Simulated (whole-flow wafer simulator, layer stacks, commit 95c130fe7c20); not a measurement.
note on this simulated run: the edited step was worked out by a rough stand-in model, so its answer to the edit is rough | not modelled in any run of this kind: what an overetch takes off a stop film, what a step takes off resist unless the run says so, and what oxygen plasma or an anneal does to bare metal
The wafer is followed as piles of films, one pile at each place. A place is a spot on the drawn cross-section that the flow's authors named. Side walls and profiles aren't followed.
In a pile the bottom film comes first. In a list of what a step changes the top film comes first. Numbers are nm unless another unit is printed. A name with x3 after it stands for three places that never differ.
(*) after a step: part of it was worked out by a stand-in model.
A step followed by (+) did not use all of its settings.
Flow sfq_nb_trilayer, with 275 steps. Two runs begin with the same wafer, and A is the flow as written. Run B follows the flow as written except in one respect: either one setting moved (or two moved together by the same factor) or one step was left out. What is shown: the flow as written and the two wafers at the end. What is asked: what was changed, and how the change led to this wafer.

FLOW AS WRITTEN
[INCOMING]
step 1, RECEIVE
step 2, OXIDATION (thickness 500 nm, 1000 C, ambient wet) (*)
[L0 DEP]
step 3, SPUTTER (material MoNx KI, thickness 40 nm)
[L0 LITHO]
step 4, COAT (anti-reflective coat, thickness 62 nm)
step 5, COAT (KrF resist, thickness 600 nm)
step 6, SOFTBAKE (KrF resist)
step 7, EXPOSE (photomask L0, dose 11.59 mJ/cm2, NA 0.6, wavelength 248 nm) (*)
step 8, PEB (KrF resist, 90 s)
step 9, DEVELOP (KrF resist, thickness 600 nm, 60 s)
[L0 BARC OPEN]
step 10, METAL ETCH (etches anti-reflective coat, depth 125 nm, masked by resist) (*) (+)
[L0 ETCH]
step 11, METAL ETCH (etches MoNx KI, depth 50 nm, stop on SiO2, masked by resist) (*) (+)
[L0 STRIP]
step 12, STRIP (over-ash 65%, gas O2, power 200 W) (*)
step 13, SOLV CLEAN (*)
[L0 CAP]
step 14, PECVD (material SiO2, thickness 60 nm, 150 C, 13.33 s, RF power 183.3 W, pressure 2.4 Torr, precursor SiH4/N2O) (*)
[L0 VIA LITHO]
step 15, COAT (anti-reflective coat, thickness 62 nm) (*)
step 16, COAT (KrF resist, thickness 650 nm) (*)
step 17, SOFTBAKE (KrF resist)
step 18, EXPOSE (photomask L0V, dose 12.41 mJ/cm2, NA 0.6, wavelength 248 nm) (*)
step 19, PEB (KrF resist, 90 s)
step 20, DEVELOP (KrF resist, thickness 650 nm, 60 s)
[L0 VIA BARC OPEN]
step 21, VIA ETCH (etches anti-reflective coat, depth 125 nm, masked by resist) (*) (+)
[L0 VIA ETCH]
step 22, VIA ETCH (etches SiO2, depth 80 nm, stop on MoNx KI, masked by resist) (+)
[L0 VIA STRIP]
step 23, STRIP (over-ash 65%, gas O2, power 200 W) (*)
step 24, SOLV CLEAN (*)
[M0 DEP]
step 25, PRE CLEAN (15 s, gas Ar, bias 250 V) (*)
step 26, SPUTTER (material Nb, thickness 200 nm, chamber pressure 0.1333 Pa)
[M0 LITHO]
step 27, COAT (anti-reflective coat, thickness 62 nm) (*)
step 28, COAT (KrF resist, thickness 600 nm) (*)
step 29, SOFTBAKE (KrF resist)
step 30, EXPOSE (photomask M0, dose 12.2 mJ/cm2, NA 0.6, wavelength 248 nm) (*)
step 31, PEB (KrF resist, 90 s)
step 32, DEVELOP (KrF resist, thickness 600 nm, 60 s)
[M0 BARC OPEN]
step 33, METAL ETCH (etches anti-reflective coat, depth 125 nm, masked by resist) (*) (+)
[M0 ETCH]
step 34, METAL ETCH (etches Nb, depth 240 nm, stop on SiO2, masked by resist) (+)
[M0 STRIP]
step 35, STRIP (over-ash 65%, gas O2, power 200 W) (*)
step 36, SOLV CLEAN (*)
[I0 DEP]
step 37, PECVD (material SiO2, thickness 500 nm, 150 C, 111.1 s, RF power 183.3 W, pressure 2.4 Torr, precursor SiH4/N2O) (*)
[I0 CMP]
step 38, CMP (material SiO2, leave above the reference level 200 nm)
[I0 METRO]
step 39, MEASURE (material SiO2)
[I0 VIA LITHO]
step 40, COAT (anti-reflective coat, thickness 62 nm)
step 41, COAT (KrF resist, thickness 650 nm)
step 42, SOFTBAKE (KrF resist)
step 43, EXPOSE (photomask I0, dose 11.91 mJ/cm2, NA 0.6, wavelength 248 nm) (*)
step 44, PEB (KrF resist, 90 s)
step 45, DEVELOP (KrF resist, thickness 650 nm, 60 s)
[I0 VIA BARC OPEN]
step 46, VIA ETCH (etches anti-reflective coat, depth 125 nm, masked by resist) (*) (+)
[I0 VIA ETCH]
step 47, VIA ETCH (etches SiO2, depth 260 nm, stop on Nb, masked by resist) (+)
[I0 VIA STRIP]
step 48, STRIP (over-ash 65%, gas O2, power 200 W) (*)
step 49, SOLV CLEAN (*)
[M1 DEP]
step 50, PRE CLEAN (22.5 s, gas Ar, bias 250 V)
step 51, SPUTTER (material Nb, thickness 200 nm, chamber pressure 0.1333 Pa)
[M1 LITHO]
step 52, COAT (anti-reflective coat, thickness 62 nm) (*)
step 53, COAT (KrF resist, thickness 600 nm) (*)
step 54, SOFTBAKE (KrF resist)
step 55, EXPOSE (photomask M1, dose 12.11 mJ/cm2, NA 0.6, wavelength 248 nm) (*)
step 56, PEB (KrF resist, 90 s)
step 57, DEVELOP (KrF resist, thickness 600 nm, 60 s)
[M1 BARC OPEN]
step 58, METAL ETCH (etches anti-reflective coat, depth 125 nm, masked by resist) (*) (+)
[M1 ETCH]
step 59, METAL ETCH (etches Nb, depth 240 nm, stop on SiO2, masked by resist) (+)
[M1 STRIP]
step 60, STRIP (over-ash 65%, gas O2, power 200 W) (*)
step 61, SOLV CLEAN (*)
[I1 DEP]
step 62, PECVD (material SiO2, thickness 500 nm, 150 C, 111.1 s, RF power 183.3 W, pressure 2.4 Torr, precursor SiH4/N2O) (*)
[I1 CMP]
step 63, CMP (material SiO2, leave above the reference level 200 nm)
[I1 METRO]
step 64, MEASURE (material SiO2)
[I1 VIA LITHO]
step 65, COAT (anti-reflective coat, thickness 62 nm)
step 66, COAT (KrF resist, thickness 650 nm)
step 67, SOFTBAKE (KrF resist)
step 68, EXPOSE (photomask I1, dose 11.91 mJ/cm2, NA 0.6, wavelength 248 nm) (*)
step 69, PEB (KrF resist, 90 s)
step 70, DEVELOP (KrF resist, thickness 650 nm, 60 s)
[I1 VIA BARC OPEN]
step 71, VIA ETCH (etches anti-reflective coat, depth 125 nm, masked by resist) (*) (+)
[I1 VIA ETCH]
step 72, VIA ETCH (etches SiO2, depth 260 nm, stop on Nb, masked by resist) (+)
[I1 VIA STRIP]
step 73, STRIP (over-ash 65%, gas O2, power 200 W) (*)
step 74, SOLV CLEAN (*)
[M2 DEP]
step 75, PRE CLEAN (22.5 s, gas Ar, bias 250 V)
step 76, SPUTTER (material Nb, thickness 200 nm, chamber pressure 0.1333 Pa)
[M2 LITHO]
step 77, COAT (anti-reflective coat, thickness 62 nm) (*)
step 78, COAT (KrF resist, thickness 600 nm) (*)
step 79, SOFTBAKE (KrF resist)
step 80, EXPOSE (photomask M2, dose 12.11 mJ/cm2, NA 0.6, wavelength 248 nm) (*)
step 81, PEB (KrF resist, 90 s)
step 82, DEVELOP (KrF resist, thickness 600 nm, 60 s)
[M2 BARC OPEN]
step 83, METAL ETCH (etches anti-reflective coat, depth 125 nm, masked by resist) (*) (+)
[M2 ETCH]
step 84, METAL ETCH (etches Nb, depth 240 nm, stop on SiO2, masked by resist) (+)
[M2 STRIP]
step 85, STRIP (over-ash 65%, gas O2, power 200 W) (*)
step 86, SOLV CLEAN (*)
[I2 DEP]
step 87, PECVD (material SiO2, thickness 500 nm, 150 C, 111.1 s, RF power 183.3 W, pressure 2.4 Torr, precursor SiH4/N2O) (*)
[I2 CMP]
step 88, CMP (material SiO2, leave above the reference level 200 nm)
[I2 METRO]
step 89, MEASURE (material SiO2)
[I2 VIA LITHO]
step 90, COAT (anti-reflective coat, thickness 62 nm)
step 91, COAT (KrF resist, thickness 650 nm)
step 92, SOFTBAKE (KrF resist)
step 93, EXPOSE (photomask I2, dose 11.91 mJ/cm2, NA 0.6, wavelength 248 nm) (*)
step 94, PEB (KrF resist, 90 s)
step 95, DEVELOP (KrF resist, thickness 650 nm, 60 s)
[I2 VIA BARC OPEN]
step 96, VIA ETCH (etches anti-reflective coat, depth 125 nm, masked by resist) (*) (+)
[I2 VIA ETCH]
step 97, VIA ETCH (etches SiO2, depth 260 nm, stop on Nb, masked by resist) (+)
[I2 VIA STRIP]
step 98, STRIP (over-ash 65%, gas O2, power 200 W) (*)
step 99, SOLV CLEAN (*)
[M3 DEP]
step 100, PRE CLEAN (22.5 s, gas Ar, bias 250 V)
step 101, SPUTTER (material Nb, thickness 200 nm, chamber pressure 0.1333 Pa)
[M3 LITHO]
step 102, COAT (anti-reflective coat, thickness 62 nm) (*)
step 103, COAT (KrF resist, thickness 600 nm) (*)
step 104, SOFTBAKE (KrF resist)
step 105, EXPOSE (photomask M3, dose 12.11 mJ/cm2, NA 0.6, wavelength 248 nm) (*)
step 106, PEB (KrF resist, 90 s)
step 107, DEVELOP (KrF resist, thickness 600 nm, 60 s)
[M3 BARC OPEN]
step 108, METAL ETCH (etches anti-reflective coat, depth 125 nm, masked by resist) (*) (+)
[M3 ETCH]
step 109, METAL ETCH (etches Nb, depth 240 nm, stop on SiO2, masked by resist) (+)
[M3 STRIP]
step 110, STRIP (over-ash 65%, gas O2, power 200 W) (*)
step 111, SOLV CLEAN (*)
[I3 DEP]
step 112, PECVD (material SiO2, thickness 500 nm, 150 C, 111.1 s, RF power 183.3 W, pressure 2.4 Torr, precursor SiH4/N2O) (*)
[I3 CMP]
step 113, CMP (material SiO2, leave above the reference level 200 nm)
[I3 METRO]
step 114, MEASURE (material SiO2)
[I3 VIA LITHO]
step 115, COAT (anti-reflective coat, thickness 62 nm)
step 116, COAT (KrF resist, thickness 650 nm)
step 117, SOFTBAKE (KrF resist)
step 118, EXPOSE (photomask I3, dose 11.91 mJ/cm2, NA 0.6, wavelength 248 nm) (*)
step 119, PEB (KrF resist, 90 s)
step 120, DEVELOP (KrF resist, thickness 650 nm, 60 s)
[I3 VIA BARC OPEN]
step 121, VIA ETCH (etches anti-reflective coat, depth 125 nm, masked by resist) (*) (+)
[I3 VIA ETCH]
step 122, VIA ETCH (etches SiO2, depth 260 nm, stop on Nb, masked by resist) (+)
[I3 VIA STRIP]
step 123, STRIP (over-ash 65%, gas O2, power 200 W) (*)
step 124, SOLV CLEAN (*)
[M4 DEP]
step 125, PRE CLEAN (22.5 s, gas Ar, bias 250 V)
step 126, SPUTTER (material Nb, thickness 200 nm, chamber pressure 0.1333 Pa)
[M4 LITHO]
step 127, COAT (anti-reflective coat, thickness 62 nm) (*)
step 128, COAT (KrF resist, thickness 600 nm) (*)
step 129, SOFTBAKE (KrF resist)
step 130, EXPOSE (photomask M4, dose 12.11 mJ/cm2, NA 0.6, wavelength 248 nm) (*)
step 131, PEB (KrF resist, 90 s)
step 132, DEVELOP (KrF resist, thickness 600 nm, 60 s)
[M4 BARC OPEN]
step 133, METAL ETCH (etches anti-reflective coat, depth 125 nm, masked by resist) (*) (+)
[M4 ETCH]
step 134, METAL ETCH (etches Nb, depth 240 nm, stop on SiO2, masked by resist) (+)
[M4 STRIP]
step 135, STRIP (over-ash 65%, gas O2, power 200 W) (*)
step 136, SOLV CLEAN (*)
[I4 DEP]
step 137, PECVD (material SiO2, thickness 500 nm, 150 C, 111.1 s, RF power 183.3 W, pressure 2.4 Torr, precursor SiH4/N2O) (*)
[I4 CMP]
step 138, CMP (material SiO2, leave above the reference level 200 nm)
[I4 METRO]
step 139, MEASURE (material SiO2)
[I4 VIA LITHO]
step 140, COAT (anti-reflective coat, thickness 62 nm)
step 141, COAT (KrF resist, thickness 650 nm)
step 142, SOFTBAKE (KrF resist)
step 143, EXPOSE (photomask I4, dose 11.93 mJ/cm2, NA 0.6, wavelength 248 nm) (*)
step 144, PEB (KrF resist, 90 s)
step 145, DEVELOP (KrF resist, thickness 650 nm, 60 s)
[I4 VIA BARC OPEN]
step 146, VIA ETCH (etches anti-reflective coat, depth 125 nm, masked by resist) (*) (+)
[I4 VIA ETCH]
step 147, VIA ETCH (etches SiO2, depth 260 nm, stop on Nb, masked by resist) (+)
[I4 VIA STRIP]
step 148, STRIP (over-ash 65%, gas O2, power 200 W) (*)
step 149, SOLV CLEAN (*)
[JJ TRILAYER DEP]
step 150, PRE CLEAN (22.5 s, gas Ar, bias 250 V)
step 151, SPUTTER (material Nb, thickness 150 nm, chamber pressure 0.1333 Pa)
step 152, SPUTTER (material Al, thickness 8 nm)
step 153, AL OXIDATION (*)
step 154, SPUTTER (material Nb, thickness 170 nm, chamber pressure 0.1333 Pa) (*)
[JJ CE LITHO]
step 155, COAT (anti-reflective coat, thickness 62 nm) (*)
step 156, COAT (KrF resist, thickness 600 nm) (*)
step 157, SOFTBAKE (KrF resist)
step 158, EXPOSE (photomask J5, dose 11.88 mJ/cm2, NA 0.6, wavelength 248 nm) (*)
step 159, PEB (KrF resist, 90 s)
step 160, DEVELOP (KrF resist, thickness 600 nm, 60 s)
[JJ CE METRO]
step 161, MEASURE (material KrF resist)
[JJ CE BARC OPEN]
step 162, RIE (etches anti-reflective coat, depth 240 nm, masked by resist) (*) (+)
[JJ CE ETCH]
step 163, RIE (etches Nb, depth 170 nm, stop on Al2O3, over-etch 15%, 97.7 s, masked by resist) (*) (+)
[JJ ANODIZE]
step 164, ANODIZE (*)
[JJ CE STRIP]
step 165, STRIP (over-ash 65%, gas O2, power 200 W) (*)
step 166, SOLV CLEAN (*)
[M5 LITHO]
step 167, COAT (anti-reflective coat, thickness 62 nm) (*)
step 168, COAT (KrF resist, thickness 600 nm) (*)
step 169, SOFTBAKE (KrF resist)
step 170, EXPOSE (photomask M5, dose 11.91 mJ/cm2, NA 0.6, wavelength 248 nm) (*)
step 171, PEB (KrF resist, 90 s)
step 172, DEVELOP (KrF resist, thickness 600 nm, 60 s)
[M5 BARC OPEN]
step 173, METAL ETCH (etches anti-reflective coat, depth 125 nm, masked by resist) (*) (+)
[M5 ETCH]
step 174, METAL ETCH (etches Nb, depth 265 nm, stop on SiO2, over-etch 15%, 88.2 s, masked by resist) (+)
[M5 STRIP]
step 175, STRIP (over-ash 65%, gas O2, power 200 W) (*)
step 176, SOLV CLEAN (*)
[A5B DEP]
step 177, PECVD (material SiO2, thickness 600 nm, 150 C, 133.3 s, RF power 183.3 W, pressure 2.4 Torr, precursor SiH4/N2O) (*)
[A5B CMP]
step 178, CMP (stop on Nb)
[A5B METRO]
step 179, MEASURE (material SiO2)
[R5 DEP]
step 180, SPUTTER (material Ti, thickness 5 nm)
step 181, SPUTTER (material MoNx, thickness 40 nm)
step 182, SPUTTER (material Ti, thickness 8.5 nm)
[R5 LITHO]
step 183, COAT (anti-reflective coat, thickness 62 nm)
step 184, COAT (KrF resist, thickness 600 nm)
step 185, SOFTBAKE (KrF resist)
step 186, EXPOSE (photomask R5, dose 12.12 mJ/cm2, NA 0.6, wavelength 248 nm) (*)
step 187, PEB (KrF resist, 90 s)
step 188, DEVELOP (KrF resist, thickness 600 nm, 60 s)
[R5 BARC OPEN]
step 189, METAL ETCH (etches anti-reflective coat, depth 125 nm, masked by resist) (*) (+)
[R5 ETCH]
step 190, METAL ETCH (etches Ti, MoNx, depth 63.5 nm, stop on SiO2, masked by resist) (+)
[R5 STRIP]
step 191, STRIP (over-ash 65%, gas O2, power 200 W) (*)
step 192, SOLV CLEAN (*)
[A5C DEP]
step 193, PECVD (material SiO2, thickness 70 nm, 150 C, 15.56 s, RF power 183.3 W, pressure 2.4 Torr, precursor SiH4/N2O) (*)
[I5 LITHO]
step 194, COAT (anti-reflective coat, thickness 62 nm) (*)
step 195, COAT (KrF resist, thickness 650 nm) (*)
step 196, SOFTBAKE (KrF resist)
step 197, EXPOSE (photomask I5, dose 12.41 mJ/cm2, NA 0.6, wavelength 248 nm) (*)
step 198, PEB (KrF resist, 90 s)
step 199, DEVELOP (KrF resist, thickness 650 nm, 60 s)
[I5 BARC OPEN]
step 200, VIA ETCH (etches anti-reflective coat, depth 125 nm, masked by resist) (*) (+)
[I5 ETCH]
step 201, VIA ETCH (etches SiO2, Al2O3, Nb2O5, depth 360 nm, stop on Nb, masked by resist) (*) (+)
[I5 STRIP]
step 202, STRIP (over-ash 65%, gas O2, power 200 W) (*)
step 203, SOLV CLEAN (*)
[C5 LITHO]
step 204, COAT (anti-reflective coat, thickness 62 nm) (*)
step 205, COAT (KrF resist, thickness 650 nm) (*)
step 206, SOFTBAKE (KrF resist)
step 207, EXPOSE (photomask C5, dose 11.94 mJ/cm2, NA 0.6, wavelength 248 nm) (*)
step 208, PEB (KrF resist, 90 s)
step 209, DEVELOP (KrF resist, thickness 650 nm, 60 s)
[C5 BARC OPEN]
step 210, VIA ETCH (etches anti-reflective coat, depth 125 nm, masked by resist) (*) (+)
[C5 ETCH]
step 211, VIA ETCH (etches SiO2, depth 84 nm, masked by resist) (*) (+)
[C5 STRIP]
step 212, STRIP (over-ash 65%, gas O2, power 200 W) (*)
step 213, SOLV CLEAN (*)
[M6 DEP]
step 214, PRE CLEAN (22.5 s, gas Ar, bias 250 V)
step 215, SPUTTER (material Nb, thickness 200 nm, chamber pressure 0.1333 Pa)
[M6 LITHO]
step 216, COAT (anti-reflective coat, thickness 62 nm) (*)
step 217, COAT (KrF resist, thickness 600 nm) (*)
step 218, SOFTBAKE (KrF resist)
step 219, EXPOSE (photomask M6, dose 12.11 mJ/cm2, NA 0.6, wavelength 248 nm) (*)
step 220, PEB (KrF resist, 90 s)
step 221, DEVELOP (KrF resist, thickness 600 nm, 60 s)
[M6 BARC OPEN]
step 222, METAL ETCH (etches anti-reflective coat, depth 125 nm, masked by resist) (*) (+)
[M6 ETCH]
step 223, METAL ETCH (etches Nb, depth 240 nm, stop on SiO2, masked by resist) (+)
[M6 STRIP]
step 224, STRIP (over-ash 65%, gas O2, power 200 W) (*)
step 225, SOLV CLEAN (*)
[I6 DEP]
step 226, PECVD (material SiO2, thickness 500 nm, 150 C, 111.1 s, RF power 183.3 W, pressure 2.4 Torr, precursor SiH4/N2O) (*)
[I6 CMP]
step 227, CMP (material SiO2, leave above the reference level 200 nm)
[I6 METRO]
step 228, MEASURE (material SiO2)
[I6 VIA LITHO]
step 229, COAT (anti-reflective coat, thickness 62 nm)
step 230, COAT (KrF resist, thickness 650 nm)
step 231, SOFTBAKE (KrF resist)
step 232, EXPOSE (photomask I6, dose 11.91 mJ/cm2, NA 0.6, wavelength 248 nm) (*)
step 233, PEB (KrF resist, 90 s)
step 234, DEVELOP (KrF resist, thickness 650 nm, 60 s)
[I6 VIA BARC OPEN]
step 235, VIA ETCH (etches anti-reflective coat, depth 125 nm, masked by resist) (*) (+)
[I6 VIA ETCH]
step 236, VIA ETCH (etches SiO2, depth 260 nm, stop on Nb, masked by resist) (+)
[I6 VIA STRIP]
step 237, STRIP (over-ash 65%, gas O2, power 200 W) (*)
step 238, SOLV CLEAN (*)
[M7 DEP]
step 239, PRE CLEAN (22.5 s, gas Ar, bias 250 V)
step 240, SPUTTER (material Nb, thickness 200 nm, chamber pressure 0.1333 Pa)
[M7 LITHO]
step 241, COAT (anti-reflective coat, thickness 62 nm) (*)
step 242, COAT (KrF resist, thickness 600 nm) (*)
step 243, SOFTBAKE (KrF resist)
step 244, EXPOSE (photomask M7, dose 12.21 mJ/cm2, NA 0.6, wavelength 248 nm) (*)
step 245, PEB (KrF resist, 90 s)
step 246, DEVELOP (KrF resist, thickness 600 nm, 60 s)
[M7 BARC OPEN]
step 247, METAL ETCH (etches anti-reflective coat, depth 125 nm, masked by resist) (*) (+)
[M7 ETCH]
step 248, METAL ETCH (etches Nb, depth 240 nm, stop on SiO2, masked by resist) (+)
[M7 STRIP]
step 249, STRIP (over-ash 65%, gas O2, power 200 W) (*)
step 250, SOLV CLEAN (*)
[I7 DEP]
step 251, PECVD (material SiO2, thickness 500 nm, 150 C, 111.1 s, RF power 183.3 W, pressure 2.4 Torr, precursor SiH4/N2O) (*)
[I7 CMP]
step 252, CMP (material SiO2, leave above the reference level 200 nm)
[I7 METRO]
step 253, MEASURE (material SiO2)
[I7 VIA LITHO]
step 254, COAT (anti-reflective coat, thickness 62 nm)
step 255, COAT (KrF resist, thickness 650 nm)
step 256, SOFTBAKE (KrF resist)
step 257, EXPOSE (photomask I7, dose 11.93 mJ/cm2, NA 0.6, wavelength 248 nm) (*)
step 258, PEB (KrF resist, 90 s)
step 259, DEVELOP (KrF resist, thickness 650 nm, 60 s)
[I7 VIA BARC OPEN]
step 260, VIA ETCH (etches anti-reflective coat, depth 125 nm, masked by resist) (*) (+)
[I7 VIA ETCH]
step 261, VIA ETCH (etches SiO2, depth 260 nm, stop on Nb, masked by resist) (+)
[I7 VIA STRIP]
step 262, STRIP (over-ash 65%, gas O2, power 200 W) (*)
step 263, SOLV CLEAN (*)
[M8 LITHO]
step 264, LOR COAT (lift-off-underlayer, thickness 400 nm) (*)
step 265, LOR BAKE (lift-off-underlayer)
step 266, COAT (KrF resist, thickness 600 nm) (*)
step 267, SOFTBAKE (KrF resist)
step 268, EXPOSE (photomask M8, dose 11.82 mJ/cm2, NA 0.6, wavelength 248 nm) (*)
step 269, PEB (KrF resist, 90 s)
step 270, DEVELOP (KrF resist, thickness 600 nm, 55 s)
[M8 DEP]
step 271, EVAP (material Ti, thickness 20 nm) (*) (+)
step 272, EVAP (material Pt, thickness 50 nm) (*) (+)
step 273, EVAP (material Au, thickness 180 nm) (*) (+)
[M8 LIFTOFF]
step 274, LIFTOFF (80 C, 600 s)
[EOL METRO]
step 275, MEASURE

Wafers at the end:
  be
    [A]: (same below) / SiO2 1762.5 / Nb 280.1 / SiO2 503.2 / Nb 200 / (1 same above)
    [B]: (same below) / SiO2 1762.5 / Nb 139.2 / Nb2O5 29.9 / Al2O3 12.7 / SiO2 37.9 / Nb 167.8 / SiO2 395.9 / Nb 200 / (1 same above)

The reason: step 201, VIA ETCH: depth 171 nm was run, whereas the flow has depth 360 nm.

The path from the change to this, step by step:
  step 201, VIA ETCH (etches SiO2, Al2O3, Nb2O5, depth 360 nm, stop on Nb, masked by resist) (*) (+)
      be: A SiO2 loses 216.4 (all of it), Al2O3 loses 12.7 (all of it), Nb2O5 loses 29.9 (all of it) | B SiO2 loses 171
      field_l, v_sur, via_wl and 102 more: A KrF resist loses 240 | B KrF resist loses 114
  step 202, STRIP (over-ash 65%, gas O2, power 200 W) (*)
      p4_fl, p4_fm, p4_w1 and 44 more: A KrF resist loses 333.1 (all of it), anti-reflective coat loses 62 (all of it) | B KrF resist loses 459.1 (all of it), anti-reflective coat loses 62 (all of it)
      wl_b_sl, wl_b_m5, wl_b_sr and 13 more: A KrF resist loses 333 (all of it), anti-reflective coat loses 62 (all of it) | B KrF resist loses 459 (all of it), anti-reflective coat loses 62 (all of it)
      (also at 42 further places)
  step 204, COAT (anti-reflective coat, thickness 62 nm) (*)
      wire: A anti-reflective coat gains 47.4 (new film) | B anti-reflective coat gains 49.9 (new film)
      be: A anti-reflective coat gains 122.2 (new film) | B anti-reflective coat gains 109.2 (new film)
      (also at 1 further place)
  step 205, COAT (KrF resist, thickness 650 nm) (*)
      be: A KrF resist gains 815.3 (new film) | B KrF resist gains 752.3 (new film)
  step 212, STRIP (over-ash 65%, gas O2, power 200 W) (*)
      wire: A KrF resist loses 555.8 (all of it), anti-reflective coat loses 47.4 (all of it) | B KrF resist loses 560.8 (all of it), anti-reflective coat loses 49.9 (all of it)
      be: A KrF resist loses 728.2 (all of it), anti-reflective coat loses 122.2 (all of it) | B KrF resist loses 665.2 (all of it), anti-reflective coat loses 109.2 (all of it)
      (also at 1 further place)
  step 214, PRE CLEAN (22.5 s, gas Ar, bias 250 V)
      be: A Nb loses 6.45 | B SiO2 loses 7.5
  step 215, SPUTTER (material Nb, thickness 200 nm, chamber pressure 0.1333 Pa)
      be: A Nb gains 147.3 | B Nb gains 167.8 (new film)
  step 216, COAT (anti-reflective coat, thickness 62 nm) (*)
      wire: A anti-reflective coat gains 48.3 (new film) | B anti-reflective coat gains 51.1 (new film)
      be: A anti-reflective coat gains 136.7 (new film) | B anti-reflective coat gains 120.2 (new film)
      (also at 1 further place)
  step 217, COAT (KrF resist, thickness 600 nm) (*)
      be: A KrF resist gains 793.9 (new film) | B KrF resist gains 718.4 (new film)
  step 224, STRIP (over-ash 65%, gas O2, power 200 W) (*)
      wire: A KrF resist loses 369.8 (all of it), anti-reflective coat loses 48.3 (all of it) | B KrF resist loses 376.4 (all of it), anti-reflective coat loses 51.1 (all of it)
      be: A KrF resist loses 575.8 (all of it), anti-reflective coat loses 136.7 (all of it) | B KrF resist loses 500.5 (all of it), anti-reflective coat loses 120.2 (all of it)
      (also at 1 further place)
  step 226, PECVD (material SiO2, thickness 500 nm, 150 C, 111.1 s, RF power 183.3 W, pressure 2.4 Torr, precursor SiH4/N2O) (*)
      be: A SiO2 gains 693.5 (new film) | B SiO2 gains 586.1 (new film)
If metal films that touch count as one body, be has 4 bodies (between them, from the top down: SiO2 395.9; SiO2 37.9 / Al2O3 12.7 / Nb2O5 29.9; SiO2 1762.5); the flow as written gives 3 bodies (between them, from the top down: SiO2 503.2; SiO2 1762.5).
